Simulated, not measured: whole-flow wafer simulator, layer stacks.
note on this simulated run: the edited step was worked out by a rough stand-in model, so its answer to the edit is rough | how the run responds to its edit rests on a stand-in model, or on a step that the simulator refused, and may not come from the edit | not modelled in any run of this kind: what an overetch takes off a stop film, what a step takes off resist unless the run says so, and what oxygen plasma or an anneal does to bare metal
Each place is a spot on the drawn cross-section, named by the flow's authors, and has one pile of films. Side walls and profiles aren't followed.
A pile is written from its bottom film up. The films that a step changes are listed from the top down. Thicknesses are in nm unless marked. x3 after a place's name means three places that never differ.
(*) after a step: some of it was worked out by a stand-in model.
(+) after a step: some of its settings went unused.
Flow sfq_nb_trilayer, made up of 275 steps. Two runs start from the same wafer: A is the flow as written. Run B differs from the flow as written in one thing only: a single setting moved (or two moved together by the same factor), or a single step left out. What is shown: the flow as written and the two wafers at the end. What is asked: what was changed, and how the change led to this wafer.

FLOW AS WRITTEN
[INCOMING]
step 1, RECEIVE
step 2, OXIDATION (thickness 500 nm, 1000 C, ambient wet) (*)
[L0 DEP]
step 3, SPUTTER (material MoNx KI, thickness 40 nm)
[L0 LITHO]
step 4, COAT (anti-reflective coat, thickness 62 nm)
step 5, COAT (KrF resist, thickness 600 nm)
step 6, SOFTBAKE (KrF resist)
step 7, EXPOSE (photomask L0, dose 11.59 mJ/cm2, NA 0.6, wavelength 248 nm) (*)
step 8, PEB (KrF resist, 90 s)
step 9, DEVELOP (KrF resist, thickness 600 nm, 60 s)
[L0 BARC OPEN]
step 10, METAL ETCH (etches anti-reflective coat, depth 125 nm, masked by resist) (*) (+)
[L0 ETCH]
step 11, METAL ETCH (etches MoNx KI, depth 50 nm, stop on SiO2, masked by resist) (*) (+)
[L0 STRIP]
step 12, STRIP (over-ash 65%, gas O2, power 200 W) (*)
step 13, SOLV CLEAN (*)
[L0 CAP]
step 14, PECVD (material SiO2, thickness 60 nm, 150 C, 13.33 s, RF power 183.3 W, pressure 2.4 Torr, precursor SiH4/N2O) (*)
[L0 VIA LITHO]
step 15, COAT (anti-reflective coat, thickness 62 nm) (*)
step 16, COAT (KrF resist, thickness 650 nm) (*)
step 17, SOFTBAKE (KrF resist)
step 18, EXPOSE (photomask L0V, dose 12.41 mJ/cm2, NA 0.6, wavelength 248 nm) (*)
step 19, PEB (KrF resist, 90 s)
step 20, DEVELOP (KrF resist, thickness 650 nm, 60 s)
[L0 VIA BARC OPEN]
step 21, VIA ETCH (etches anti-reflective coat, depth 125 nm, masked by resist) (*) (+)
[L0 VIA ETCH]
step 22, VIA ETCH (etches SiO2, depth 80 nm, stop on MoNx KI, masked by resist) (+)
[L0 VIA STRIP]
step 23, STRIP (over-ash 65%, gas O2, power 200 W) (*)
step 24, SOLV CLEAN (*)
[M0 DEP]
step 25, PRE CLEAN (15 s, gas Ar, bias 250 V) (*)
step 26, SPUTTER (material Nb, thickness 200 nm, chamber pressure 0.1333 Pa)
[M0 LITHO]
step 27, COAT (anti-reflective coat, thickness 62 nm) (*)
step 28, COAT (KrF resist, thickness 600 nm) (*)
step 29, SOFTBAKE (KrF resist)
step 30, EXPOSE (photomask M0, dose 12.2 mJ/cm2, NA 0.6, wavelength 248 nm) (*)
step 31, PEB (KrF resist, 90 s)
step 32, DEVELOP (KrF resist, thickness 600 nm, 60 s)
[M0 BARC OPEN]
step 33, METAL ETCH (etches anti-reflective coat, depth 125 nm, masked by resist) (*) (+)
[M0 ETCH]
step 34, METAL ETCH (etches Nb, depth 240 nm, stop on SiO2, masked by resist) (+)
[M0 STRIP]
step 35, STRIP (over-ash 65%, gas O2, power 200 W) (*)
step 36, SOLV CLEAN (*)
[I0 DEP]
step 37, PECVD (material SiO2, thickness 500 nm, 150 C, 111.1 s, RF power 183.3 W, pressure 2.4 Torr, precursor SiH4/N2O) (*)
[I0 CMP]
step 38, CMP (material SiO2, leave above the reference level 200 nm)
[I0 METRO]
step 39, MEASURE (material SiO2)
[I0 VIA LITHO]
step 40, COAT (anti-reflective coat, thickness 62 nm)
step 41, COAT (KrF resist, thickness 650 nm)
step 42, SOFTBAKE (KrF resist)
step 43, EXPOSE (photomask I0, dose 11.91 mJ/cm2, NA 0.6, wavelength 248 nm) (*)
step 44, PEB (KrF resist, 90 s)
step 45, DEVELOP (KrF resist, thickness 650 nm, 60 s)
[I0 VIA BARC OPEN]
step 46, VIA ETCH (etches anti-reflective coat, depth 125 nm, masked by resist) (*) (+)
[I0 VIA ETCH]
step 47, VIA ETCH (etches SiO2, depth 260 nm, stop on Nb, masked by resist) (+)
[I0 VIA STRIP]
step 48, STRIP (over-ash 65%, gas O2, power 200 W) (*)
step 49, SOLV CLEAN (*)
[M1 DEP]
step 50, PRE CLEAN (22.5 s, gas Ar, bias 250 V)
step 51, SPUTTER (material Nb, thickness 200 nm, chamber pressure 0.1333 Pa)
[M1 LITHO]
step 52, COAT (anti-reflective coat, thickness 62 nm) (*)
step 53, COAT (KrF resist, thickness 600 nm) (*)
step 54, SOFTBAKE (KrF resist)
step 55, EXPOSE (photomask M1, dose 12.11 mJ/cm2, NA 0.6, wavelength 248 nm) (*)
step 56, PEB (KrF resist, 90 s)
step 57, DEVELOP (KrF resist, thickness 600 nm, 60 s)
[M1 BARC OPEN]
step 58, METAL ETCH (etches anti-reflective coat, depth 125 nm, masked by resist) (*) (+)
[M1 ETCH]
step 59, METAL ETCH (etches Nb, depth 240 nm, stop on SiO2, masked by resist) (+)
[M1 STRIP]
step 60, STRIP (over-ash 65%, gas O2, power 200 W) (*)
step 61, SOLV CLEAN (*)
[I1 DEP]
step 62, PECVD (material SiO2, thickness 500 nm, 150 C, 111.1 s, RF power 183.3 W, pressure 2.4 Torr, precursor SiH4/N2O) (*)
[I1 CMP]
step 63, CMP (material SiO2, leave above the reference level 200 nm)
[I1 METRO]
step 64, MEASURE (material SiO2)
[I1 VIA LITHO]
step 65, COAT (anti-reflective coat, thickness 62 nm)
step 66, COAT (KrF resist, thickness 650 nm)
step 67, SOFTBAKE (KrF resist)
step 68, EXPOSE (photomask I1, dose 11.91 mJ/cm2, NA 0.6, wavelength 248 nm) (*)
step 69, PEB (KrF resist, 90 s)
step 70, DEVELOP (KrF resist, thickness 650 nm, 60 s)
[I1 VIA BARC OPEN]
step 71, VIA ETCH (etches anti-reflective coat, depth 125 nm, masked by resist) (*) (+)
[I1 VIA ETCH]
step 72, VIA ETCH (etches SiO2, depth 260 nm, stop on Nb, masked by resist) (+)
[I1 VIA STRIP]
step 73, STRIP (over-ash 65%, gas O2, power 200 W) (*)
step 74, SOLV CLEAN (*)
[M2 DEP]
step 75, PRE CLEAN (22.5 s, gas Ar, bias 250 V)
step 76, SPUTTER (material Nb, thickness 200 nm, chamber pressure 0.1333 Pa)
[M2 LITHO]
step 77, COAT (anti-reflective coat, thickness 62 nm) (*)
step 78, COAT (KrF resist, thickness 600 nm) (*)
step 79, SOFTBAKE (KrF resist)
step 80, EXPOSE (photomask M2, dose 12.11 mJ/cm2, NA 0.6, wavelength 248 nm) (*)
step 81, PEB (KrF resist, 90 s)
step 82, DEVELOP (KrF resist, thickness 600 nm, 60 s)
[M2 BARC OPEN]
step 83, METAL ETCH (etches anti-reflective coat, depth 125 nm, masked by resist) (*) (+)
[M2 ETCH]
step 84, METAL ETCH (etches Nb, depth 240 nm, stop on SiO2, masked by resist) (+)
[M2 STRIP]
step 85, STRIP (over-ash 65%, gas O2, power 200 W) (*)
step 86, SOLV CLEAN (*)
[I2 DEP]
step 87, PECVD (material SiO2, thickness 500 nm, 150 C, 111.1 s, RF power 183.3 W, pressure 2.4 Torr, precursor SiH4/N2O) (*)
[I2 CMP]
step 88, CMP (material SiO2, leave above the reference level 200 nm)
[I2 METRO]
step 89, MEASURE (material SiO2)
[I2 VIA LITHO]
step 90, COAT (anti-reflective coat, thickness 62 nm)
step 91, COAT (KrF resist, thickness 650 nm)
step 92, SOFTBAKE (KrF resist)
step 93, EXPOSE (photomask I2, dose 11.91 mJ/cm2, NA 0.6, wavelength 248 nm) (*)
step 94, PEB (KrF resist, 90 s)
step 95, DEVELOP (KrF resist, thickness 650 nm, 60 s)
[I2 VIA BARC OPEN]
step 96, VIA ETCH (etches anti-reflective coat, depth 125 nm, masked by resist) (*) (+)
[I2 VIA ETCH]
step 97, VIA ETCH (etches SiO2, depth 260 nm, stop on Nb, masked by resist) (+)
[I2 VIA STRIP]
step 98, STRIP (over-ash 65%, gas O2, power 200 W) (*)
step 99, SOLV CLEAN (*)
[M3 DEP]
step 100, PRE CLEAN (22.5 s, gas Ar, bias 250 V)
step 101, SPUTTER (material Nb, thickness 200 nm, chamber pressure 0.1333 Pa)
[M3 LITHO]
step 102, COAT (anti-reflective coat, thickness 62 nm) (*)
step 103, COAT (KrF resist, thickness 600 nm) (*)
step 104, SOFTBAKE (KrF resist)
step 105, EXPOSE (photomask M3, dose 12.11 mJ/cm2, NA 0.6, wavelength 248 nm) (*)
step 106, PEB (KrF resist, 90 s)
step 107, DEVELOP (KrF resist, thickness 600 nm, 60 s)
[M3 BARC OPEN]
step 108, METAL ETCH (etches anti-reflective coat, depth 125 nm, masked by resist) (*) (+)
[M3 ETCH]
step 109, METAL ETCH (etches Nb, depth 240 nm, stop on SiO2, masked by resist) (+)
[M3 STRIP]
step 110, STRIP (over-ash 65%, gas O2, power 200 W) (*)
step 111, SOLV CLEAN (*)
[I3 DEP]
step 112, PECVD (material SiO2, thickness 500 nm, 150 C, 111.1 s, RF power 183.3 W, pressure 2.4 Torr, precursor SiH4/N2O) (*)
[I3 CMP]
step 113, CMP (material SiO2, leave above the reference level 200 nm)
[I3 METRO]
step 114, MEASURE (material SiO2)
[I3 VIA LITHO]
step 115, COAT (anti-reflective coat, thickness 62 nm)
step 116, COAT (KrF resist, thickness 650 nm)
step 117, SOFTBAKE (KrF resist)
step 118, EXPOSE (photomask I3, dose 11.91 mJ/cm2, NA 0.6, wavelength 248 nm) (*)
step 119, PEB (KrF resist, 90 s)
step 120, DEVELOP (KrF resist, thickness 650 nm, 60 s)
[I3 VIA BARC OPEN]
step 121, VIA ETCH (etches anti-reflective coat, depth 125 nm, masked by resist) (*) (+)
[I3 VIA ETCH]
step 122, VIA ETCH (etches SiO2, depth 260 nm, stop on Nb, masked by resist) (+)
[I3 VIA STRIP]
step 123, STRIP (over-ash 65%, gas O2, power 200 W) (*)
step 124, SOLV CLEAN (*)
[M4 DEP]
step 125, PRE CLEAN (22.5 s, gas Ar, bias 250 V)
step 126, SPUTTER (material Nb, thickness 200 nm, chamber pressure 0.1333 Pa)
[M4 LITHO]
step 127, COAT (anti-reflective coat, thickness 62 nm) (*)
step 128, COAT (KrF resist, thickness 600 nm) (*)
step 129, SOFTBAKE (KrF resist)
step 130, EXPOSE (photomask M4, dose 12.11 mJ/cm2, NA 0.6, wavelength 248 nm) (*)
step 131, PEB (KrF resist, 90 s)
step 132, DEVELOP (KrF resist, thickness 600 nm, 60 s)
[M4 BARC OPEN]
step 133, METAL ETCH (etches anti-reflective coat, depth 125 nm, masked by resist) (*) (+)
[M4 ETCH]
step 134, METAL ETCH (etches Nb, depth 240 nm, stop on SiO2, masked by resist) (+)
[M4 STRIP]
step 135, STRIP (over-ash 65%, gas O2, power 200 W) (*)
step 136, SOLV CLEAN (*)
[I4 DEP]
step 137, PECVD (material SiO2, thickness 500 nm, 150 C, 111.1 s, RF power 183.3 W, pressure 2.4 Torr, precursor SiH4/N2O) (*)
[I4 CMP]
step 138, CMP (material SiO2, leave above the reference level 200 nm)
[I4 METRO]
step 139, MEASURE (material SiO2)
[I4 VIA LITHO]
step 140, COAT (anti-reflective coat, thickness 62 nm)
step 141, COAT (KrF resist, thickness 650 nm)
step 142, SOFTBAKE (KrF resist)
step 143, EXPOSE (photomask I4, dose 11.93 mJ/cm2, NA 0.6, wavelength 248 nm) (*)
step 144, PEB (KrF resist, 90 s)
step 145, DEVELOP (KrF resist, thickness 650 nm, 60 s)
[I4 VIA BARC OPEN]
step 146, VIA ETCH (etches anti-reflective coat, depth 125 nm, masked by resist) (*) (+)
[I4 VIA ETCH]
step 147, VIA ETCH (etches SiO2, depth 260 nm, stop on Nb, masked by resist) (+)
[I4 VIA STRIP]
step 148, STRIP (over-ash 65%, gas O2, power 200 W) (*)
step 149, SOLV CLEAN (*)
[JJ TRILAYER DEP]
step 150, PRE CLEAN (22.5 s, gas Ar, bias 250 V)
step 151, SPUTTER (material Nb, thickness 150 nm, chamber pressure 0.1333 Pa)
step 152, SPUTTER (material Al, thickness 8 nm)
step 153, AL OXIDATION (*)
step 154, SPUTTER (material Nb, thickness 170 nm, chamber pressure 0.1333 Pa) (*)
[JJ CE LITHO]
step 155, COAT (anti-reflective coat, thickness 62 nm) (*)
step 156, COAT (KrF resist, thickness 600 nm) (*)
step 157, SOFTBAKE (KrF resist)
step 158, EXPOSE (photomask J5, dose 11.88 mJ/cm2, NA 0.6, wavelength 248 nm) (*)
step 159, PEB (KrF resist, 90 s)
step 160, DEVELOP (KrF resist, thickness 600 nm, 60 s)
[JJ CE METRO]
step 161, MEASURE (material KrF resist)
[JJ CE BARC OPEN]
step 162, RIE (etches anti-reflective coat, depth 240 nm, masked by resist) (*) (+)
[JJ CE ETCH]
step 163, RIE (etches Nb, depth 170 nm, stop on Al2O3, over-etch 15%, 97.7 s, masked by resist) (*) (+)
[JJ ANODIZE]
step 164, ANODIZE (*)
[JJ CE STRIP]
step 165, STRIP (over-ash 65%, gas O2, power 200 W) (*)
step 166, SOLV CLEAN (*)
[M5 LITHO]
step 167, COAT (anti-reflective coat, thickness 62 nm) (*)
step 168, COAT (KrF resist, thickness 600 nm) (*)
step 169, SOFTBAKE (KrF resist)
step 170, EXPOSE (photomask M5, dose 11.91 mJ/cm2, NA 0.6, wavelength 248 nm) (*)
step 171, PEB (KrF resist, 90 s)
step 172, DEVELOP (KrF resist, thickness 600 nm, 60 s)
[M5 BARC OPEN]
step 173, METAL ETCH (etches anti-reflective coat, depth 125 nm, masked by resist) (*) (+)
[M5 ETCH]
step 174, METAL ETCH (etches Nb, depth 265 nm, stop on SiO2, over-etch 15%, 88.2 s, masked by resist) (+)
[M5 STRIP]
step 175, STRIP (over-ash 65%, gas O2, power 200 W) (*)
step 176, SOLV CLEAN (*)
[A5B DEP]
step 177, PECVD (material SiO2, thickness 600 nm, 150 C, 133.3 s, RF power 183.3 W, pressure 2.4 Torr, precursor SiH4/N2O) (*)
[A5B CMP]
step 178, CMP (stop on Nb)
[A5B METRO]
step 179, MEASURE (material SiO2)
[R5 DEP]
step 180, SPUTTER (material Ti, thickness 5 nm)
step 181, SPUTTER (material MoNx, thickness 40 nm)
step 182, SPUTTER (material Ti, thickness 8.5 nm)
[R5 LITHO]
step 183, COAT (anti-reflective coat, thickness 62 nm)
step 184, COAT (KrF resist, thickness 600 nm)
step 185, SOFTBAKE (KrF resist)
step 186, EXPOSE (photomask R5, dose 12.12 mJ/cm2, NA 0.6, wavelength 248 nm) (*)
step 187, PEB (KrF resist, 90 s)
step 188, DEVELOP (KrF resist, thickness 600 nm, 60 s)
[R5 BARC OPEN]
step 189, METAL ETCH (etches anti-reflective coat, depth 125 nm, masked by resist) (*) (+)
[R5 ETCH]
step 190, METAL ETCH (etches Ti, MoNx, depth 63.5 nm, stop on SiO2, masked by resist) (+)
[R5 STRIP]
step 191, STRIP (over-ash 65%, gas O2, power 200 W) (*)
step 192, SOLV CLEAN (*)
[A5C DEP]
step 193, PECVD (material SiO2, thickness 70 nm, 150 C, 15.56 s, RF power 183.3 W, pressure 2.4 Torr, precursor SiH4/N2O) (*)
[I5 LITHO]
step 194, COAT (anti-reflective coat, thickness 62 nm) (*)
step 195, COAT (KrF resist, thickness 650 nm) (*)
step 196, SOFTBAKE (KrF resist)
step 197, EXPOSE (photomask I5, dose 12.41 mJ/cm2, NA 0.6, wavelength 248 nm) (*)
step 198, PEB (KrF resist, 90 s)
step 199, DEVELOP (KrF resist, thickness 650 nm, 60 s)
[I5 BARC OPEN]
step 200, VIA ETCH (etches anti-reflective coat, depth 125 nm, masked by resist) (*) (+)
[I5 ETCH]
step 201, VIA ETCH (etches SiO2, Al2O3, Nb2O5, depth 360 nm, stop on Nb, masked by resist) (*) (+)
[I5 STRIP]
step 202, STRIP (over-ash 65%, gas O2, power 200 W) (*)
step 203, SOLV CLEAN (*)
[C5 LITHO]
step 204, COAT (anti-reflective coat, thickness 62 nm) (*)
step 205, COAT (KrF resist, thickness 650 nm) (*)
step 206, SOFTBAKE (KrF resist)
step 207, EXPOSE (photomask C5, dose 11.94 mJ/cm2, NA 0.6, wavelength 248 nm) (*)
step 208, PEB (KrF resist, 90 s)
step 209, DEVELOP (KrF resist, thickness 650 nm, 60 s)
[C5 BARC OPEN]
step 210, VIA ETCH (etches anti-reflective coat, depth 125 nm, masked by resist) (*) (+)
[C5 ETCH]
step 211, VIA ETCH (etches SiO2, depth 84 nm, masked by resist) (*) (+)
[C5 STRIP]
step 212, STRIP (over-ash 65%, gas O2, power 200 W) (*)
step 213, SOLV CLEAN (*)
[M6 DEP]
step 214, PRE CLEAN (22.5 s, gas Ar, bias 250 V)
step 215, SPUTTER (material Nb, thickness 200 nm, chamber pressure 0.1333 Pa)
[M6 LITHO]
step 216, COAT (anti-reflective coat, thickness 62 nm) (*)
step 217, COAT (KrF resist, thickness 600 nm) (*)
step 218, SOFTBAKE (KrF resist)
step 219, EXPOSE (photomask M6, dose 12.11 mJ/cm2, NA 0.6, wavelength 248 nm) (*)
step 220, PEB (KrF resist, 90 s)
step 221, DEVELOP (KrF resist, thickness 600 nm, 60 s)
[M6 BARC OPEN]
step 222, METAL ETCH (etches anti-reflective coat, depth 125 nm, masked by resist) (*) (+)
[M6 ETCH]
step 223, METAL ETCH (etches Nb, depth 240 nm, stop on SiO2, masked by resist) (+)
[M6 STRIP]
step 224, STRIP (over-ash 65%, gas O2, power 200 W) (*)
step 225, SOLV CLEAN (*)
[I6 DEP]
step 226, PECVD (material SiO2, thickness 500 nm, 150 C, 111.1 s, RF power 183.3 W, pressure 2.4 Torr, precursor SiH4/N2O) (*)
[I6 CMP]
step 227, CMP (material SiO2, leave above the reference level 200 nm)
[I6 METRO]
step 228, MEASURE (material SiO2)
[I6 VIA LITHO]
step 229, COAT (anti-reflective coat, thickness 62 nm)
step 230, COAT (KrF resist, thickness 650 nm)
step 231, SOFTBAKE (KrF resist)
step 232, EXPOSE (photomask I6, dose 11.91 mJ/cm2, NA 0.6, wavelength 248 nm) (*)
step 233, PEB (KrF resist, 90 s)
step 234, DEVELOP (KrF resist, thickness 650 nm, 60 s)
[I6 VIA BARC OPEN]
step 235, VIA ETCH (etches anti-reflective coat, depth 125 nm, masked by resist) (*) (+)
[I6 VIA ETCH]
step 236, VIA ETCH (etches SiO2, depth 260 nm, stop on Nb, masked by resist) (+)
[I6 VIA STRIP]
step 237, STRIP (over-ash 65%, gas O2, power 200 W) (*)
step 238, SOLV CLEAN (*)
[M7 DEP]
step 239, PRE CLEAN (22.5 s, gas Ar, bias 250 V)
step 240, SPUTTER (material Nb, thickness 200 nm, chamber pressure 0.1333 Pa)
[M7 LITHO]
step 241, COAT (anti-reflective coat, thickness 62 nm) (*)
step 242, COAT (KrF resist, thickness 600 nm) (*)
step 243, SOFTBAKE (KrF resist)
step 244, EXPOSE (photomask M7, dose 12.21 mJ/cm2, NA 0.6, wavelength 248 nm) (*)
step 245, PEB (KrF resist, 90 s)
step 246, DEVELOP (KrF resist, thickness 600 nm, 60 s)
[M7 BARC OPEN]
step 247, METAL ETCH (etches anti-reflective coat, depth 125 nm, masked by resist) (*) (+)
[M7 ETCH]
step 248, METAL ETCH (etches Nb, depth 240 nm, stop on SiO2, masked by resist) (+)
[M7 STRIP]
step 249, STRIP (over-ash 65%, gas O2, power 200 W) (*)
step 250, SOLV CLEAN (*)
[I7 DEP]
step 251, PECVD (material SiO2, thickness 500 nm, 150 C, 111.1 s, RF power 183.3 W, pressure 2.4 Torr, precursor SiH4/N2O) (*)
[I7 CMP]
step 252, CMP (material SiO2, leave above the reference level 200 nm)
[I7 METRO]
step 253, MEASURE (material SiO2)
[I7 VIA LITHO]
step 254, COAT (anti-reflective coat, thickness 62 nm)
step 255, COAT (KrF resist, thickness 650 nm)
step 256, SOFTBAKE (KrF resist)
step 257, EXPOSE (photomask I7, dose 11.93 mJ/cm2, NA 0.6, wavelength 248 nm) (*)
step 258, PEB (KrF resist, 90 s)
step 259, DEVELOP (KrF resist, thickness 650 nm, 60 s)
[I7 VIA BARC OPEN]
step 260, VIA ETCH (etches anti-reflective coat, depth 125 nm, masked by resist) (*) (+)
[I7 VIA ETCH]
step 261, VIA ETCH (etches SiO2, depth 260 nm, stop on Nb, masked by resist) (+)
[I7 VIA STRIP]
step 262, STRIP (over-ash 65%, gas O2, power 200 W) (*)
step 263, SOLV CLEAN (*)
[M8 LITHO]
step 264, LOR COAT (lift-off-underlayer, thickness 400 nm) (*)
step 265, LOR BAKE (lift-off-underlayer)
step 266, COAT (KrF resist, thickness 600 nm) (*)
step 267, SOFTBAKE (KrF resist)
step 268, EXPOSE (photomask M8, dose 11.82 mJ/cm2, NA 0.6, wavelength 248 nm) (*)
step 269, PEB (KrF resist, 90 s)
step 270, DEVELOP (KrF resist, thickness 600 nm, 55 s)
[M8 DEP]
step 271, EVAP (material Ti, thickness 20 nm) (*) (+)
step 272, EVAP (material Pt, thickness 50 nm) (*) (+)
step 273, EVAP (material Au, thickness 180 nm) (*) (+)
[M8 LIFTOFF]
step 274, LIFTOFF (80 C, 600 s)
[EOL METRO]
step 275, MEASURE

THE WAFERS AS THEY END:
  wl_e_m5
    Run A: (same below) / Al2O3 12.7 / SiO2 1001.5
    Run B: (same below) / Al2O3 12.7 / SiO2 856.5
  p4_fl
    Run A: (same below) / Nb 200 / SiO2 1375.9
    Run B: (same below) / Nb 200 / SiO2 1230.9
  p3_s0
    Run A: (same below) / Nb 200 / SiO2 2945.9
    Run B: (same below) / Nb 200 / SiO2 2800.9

The reason: step 251, PECVD: thickness 255 nm was run, though the flow has thickness 500 nm; step 251, PECVD: 56.67 s was run, where the flow has 111.1 s.

The path from the change to this, step by step:
  step 251, PECVD (material SiO2, thickness 500 nm, 150 C, 111.1 s, RF power 183.3 W, pressure 2.4 Torr, precursor SiH4/N2O) (*)
      field_l, p4_fl, p4_fm and 56 more: A +500 SiO2 | B +255 SiO2
      v_sur, via_wl, via_w and 37 more: A +500 SiO2 (new film) | B +255 SiO2 (new film)
      (and at 7 other places as well)
  step 252, CMP (material SiO2, leave above the reference level 200 nm)
      field_l, p4_fl, p4_fm and 56 more: A -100 SiO2 | B nothing
      field_r, lsp_l: A -77.7 SiO2 | B nothing
      (and at 45 other places as well)
  step 254, COAT (anti-reflective coat, thickness 62 nm)
      jj_sur, ce_l, c5j, ce_r, sp_r, be_r: A +62 anti-reflective coat (new film) | B +55.4 anti-reflective coat (new film)
      p3_s1, p3_l2, p3_s2, p3_s5, p3_l6: A +62 anti-reflective coat (new film) | B +63.8 anti-reflective coat (new film)
      (and at 83 other places as well)
  step 255, COAT (KrF resist, thickness 650 nm)
      m0r_space_l, m0r_space_r, m5r_space_l, m6r_space_l, m6r_space_r: A +650 KrF resist (new film) | B +668.4 KrF resist (new film)
      m0r_line_l, m0r_line_r, m6r_line_l, m6r_line_r: A +650 KrF resist (new film) | B +678.6 KrF resist (new film)
      (and at 73 other places as well)
  step 259, DEVELOP (KrF resist, thickness 650 nm, 60 s)
      via_wl: A -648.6 KrF resist (all of it) | B -598.6 KrF resist (all of it)
      via_w: A -648.6 KrF resist (all of it) | B -606.5 KrF resist (all of it)
      (and at 1 other place as well)
  step 260, VIA ETCH (etches anti-reflective coat, depth 125 nm, masked by resist) (*) (+)
      field_l, v_sur, via_sp and 100 more: A -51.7 KrF resist | B -44.4 KrF resist
      via_wl: A -62 anti-reflective coat (all of it), -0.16 SiO2 | B -53 anti-reflective coat (all of it), -0.13 SiO2
      (and at 2 other places as well)
  step 262, STRIP (over-ash 65%, gas O2, power 200 W) (*)
      m0r_line_l, m0r_line_r, m6r_line_l, m6r_line_r: A -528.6 KrF resist (all of it), -62 anti-reflective coat (all of it) | B -564.5 KrF resist (all of it), -62.6 anti-reflective coat (all of it)
      m0r_space_l, m0r_space_r, m6r_space_l, m6r_space_r: A -528.6 KrF resist (all of it), -62 anti-reflective coat (all of it) | B -554.2 KrF resist (all of it), -79.6 anti-reflective coat (all of it)
      (and at 90 other places as well)
  step 264, LOR COAT (lift-off-underlayer, thickness 400 nm) (*)
      m0r_line_l, m0r_line_r, m6r_line_l, m6r_line_r: A +400 lift-off-underlayer (new film) | B +433.4 lift-off-underlayer (new film)
      m0r_space_l, m0r_space_r, m6r_space_l, m6r_space_r: A +400 lift-off-underlayer (new film) | B +446.1 lift-off-underlayer (new film)
      (and at 81 other places as well)
  step 266, COAT (KrF resist, thickness 600 nm) (*)
      m0r_line_l, m0r_line_r, m6r_line_l, m6r_line_r: A +600 KrF resist (new film) | B +613.8 KrF resist (new film)
      wl_d_m1, wl_d_sr: A +600 KrF resist (new film) | B +624.1 KrF resist (new film)
      (and at 47 other places as well)
  step 270, DEVELOP (KrF resist, thickness 600 nm, 55 s)
      field_l: A -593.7 KrF resist (all of it), -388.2 lift-off-underlayer (all of it) | B -609.4 KrF resist (all of it), -438.3 lift-off-underlayer (all of it)
      v_sur: A -607.3 KrF resist (all of it), -369.4 lift-off-underlayer (all of it) | B -590.7 KrF resist (all of it), -316.6 lift-off-underlayer (all of it)
      (and at 9 other places as well)
  step 274, LIFTOFF (80 C, 600 s)
      m0r_line_l, m0r_line_r, m6r_line_l, m6r_line_r: A -180 Au (all of it), -50 Pt (all of it), -20 Ti (all of it), -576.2 KrF resist (all of it), -400 lift-off-underlayer (all of it) | B -180 Au (all of it), -50 Pt (all of it), -20 Ti (all of it), -589.9 KrF resist (all of it), -433.4 lift-off-underlayer (all of it)
      m0r_space_l, m0r_space_r, m6r_space_l, m6r_space_r: A -180 Au (all of it), -50 Pt (all of it), -20 Ti (all of it), -576.2 KrF resist (all of it), -400 lift-off-underlayer (all of it) | B -180 Au (all of it), -50 Pt (all of it), -20 Ti (all of it), -579.6 KrF resist (all of it), -446.1 lift-off-underlayer (all of it)
      (and at 70 other places as well)
